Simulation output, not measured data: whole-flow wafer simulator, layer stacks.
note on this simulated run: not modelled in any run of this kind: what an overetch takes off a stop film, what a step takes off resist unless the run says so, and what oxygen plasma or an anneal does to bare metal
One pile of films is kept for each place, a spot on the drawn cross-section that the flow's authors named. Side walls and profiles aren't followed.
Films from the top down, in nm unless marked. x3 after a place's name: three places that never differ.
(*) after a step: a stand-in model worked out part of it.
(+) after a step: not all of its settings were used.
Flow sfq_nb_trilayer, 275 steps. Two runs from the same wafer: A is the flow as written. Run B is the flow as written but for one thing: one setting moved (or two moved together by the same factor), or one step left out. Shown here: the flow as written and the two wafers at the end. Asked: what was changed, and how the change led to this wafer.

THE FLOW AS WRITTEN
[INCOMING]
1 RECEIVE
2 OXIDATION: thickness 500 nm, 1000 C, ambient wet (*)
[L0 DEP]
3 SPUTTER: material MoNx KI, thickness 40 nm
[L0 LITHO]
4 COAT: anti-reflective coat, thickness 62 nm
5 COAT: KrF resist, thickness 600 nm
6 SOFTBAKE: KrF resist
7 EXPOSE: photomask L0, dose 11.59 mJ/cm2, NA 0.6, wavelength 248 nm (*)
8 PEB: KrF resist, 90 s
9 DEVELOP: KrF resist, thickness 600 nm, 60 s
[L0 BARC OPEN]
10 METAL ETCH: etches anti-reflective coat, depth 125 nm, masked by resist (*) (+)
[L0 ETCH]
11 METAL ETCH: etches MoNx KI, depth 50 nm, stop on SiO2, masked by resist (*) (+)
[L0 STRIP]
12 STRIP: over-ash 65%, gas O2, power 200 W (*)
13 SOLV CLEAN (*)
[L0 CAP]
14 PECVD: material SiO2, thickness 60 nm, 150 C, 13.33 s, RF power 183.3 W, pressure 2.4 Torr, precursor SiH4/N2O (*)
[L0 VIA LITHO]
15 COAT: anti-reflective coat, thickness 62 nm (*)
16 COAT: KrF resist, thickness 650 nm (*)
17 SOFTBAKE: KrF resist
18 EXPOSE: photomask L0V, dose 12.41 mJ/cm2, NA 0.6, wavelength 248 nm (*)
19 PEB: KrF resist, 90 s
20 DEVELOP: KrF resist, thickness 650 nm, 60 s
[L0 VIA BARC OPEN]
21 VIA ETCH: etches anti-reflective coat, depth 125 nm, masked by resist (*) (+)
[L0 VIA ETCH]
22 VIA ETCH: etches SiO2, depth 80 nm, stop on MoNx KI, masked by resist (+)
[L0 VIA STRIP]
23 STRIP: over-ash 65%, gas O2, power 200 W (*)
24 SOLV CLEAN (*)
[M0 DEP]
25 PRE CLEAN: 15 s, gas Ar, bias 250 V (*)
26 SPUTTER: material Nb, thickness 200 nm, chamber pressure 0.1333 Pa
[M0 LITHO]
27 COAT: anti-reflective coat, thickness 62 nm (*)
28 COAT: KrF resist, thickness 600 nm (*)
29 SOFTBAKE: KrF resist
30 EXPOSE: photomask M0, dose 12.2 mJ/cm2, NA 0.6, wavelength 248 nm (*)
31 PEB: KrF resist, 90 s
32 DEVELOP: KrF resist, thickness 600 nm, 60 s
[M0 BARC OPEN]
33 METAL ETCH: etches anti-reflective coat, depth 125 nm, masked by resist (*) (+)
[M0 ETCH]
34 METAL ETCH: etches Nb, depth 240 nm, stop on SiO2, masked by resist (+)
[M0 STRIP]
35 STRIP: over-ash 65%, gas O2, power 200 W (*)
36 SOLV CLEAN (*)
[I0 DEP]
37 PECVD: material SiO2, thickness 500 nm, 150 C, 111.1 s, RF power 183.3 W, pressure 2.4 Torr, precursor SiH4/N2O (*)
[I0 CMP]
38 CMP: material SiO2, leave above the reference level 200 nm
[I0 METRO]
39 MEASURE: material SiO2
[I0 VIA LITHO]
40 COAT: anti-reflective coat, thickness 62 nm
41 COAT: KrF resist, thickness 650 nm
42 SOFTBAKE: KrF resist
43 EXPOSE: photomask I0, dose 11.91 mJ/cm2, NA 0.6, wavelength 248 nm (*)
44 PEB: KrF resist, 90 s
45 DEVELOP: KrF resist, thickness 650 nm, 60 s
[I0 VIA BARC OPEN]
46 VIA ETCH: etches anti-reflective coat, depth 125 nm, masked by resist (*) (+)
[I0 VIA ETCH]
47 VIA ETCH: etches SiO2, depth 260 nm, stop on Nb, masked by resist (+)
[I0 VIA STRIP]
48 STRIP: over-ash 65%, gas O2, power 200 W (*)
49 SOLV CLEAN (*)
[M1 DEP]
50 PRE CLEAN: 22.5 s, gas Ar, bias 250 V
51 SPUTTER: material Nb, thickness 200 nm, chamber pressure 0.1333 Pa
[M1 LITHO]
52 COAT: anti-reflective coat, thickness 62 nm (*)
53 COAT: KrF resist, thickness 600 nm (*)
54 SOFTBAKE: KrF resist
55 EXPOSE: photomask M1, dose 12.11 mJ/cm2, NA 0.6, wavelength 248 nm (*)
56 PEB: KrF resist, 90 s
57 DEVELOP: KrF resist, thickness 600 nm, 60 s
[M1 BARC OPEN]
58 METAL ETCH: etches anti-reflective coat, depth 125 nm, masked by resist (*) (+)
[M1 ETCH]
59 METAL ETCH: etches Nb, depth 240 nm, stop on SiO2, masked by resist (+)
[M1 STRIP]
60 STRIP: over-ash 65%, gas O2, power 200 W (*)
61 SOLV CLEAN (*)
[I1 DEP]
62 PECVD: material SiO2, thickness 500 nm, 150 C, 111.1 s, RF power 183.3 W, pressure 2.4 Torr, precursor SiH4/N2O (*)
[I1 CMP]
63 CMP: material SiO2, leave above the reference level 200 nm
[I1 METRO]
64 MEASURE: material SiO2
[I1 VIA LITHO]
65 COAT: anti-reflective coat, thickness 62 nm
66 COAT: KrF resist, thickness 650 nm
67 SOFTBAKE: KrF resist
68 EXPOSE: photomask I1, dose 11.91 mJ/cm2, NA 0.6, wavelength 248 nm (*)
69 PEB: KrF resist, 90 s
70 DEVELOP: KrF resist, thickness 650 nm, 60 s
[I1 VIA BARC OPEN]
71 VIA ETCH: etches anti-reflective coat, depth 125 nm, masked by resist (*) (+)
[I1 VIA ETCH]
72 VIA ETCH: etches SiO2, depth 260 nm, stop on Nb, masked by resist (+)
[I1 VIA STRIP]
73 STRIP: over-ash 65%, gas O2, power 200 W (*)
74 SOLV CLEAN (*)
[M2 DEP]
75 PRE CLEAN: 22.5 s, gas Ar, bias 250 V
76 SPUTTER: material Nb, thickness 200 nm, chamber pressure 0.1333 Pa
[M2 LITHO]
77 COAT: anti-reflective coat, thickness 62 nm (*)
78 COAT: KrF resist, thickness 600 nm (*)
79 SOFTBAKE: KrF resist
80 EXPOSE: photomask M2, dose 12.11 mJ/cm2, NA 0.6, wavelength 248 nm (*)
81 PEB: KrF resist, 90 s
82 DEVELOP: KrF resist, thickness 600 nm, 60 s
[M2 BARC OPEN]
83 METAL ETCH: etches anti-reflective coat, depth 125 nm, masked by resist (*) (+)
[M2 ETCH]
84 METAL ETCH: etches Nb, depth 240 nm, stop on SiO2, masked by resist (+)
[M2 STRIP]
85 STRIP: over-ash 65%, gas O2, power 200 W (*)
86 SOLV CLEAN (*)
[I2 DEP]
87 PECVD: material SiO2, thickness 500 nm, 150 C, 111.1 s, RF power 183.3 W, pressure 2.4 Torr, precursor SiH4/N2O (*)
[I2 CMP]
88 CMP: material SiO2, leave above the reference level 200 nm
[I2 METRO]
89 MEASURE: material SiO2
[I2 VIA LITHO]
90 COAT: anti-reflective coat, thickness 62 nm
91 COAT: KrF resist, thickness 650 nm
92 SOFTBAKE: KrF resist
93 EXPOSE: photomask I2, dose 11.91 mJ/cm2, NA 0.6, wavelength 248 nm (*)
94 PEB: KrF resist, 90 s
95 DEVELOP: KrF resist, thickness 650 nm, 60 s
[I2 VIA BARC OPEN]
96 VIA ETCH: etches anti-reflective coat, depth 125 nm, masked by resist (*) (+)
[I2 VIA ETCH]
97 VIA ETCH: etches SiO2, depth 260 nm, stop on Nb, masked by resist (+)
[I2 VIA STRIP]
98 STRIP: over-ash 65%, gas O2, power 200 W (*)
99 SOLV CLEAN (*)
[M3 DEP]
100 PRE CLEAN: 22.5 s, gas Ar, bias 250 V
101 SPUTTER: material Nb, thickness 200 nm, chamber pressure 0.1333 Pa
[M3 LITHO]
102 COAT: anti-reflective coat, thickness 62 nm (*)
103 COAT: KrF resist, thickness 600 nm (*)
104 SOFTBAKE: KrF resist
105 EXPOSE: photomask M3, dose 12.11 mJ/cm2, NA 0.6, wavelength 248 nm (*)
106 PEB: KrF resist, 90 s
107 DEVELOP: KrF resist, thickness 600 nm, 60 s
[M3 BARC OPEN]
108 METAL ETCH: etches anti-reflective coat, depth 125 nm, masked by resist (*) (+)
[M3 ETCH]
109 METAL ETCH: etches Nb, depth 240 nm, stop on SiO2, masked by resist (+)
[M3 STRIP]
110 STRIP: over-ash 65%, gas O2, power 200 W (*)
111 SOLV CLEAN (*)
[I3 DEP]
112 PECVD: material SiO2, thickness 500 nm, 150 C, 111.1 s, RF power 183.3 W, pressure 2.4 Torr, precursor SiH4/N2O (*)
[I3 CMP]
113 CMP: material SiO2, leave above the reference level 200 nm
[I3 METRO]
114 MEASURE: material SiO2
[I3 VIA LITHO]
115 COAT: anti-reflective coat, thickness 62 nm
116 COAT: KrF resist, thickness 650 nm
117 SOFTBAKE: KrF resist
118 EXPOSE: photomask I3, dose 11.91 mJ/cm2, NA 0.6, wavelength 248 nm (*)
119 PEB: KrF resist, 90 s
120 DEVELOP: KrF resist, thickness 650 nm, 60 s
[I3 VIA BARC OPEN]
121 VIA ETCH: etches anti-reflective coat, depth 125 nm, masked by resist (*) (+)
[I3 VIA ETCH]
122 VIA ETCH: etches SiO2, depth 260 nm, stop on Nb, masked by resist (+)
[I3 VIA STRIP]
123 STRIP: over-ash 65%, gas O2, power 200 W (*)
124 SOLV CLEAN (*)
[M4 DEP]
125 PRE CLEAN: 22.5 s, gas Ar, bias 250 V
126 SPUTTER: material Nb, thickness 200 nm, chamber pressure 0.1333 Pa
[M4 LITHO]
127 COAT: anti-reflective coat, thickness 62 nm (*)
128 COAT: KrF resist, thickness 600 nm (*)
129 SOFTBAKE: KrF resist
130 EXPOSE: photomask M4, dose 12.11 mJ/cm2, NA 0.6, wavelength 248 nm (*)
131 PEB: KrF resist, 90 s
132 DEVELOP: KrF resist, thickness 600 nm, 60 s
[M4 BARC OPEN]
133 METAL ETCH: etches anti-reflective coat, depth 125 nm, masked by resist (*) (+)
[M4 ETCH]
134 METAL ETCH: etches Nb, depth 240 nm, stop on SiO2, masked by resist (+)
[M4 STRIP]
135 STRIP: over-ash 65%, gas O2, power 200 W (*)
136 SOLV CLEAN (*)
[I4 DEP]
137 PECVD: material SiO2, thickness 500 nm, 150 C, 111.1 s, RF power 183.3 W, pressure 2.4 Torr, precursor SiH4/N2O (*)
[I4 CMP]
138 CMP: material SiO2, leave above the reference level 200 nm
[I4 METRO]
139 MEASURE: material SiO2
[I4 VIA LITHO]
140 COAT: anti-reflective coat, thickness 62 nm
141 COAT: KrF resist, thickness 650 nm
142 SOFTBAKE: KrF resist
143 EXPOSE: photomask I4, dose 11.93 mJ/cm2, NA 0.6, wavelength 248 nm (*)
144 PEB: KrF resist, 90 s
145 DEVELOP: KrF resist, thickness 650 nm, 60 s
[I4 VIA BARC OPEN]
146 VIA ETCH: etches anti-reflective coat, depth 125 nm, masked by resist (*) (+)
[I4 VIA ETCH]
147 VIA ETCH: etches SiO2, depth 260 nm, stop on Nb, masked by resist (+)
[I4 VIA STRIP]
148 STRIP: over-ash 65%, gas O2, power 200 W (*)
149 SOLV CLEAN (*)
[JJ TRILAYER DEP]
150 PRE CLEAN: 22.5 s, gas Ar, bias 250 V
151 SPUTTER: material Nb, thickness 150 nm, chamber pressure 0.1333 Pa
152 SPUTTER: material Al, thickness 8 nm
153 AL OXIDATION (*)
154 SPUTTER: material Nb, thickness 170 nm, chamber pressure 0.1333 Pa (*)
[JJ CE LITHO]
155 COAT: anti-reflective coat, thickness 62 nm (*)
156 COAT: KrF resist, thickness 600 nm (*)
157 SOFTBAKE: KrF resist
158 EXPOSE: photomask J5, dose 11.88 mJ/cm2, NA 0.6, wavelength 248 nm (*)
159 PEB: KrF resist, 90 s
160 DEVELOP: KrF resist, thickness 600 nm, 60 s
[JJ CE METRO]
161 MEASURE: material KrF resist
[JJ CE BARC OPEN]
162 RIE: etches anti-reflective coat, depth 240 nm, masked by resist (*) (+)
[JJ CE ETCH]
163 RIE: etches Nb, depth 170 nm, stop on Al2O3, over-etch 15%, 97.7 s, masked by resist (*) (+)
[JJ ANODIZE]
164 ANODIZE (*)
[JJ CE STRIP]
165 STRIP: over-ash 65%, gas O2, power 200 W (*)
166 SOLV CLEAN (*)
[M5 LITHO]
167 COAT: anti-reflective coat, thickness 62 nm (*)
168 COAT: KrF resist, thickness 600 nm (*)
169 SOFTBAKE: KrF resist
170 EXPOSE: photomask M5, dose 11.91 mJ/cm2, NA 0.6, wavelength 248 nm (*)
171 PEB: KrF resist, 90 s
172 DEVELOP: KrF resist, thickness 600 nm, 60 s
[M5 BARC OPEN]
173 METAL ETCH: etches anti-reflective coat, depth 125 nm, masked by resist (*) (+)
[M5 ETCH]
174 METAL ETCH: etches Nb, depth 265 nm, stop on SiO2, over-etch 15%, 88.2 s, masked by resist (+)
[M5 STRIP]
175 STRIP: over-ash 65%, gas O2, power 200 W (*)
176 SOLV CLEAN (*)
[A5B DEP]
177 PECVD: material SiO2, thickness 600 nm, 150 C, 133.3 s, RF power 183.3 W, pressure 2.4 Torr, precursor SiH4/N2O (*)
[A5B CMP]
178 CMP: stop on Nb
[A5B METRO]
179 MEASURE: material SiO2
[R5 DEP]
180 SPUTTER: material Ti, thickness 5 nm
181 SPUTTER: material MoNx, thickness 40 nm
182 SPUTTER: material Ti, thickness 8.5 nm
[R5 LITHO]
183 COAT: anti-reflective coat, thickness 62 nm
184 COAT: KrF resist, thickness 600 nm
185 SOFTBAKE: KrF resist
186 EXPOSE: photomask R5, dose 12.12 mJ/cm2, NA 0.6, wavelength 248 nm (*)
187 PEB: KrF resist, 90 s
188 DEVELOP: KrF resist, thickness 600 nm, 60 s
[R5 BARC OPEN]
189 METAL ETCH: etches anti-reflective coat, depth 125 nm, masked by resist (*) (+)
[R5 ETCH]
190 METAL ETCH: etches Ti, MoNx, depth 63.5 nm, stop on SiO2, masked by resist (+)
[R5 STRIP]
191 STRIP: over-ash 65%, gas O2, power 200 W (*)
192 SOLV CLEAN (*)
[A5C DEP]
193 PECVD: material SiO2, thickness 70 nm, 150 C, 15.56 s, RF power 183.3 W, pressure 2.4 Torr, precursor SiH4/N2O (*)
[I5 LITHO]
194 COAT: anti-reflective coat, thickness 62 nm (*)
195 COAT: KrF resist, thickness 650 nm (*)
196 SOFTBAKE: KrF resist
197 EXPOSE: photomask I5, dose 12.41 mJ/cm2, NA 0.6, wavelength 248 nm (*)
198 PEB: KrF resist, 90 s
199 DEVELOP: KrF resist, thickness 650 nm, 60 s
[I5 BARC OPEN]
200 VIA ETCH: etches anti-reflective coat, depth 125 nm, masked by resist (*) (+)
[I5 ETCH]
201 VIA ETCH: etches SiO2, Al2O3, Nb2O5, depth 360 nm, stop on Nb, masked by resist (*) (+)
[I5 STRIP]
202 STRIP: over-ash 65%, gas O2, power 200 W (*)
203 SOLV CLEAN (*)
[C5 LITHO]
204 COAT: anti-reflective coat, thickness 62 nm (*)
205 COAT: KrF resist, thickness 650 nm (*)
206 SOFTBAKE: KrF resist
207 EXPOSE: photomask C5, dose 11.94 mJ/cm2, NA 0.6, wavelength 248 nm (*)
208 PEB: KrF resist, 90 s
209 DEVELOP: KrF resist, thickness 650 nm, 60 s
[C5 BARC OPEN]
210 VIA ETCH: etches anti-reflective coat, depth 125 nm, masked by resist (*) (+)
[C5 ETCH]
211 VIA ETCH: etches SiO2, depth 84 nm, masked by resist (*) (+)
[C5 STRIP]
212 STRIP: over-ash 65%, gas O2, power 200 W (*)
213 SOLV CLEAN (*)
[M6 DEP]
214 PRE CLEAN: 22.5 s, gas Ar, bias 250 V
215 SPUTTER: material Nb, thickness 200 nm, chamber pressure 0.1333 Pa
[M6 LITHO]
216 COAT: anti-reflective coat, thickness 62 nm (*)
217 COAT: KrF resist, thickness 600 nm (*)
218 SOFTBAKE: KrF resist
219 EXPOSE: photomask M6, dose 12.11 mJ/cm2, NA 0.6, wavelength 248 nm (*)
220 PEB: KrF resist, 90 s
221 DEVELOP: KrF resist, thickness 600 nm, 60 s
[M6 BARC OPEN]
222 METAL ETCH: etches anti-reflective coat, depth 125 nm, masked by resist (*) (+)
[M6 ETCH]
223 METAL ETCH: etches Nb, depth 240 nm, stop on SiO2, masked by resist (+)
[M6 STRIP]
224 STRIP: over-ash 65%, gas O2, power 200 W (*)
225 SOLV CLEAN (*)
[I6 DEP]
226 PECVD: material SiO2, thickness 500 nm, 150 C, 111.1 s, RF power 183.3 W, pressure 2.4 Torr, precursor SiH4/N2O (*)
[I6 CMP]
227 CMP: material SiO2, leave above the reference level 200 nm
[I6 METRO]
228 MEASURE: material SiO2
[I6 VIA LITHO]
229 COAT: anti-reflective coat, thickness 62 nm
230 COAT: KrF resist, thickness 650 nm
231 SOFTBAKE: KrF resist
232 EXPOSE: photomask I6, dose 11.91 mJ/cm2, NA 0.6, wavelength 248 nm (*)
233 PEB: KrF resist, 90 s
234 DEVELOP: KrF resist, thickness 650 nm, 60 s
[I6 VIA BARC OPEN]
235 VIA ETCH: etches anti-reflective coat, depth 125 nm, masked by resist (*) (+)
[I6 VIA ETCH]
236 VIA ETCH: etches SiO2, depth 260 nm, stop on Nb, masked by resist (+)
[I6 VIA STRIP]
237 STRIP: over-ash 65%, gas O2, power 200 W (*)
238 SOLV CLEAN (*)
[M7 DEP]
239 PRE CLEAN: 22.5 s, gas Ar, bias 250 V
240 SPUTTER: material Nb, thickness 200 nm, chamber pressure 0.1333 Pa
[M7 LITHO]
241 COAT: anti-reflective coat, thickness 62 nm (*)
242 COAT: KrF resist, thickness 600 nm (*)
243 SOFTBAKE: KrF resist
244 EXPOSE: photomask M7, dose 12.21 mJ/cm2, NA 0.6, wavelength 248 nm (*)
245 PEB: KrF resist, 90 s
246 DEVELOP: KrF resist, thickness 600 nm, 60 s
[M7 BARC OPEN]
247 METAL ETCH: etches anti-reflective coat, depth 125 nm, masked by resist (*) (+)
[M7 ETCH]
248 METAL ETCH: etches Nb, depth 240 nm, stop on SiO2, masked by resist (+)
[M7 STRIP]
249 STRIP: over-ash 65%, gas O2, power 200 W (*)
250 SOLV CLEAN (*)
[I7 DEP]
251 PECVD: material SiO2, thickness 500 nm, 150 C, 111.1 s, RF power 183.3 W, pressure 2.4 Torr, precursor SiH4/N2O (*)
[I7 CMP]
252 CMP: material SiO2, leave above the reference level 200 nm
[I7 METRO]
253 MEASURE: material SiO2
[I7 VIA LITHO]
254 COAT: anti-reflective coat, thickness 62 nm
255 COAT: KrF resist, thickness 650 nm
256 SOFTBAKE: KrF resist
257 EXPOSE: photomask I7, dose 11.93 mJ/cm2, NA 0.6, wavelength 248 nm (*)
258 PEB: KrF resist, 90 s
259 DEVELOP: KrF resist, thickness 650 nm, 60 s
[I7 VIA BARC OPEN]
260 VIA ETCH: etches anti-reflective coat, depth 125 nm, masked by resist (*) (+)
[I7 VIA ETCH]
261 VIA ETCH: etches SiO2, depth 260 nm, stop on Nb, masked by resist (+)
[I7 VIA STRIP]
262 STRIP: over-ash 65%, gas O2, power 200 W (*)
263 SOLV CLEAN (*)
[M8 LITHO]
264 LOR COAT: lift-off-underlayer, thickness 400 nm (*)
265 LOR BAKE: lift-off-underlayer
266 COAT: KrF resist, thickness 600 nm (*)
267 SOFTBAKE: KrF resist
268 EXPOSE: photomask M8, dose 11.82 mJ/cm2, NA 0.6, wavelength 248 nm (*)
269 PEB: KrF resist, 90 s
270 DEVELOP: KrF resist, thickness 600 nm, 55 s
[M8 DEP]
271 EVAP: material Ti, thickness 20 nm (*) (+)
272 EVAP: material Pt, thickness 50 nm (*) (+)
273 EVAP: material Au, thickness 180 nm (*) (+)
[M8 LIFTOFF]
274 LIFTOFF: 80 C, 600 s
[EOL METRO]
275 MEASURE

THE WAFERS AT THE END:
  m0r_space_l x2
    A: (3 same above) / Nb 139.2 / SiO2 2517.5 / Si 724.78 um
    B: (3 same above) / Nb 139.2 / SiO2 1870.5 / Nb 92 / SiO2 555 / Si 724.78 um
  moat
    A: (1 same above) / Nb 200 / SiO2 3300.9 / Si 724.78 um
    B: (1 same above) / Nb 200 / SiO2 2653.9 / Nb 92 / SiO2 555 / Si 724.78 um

The cause: step 34, METAL ETCH: depth 108 nm was run, where the flow has depth 240 nm.

How the change led to this, step by step:
  34 METAL ETCH: etches Nb, depth 240 nm, stop on SiO2, masked by resist (+)
      moat, m0r_space_l x2: A Nb -200 (all of it) | B Nb -108
      field_l, v_sur, via_wl and 100 more: A KrF resist -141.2 | B KrF resist -63.5
  35 STRIP: over-ash 65%, gas O2, power 200 W (*)
      p4_fl, p4_fm, p4_w1 and 68 more: A KrF resist -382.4 (all of it), anti-reflective coat -62 (all of it) | B KrF resist -460 (all of it), anti-reflective coat -62 (all of it)
      c5j, ce_r, sp_r, be_r, r_sur, res: A KrF resist -389 (all of it), anti-reflective coat -63.6 (all of it) | B KrF resist -466.7 (all of it), anti-reflective coat -63.6 (all of it)
      (and at 26 more places)
  37 PECVD: material SiO2, thickness 500 nm, 150 C, 111.1 s, RF power 183.3 W, pressure 2.4 Torr, precursor SiH4/N2O (*)
      moat, m0r_space_l x2: A SiO2 +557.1 | B SiO2 +500 (new film)
  38 CMP: material SiO2, leave above the reference level 200 nm
      moat, m0r_space_l x2: A SiO2 -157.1 | B SiO2 -192
Counting metal films that touch as one body, m0r_space_l x2 has 2 bodies (between them, from the top down: SiO2 1870.5); the flow as written gives 1 body.
Counting metal films that touch as one body, moat has 2 bodies (between them, from the top down: SiO2 2653.9); the flow as written gives 1 body.
